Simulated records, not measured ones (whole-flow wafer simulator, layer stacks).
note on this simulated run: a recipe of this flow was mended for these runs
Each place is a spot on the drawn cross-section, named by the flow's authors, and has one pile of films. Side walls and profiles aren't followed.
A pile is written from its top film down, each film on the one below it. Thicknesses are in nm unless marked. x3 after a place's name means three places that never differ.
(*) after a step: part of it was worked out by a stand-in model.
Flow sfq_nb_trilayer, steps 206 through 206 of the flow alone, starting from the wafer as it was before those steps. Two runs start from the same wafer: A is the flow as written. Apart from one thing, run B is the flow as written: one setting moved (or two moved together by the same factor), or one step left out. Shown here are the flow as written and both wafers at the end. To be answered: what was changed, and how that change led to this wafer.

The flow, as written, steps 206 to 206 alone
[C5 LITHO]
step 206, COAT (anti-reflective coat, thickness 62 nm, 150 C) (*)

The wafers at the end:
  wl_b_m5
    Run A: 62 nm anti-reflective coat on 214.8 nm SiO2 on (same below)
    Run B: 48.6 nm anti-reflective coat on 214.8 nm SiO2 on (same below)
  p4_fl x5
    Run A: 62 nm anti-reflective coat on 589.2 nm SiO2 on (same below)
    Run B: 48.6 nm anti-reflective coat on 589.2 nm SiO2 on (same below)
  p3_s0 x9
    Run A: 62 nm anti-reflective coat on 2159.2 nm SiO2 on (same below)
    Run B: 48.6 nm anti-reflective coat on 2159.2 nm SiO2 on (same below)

Cause: step 206, COAT: thickness 48.6 nm was run, whereas the flow has thickness 62 nm.
The wafer lets one read it off: wl_b_m5 has anti-reflective coat 48.6, and step 206 as written asks for 62 nm.

The path from the change to this, step by step:
  step 206, COAT (anti-reflective coat, thickness 62 nm, 150 C) (*)
      p4_fl x5, p4_w1 x9, p3_s0 x9 and 41 more: A anti-reflective coat gains 62 (new film) | B anti-reflective coat gains 48.6 (new film)
      r5r_line_l, r5r_line_c, r5r_line_r: A anti-reflective coat gains 35.5 (new film) | B anti-reflective coat gains 23.7 (new film)
      (as well as at 39 more places)
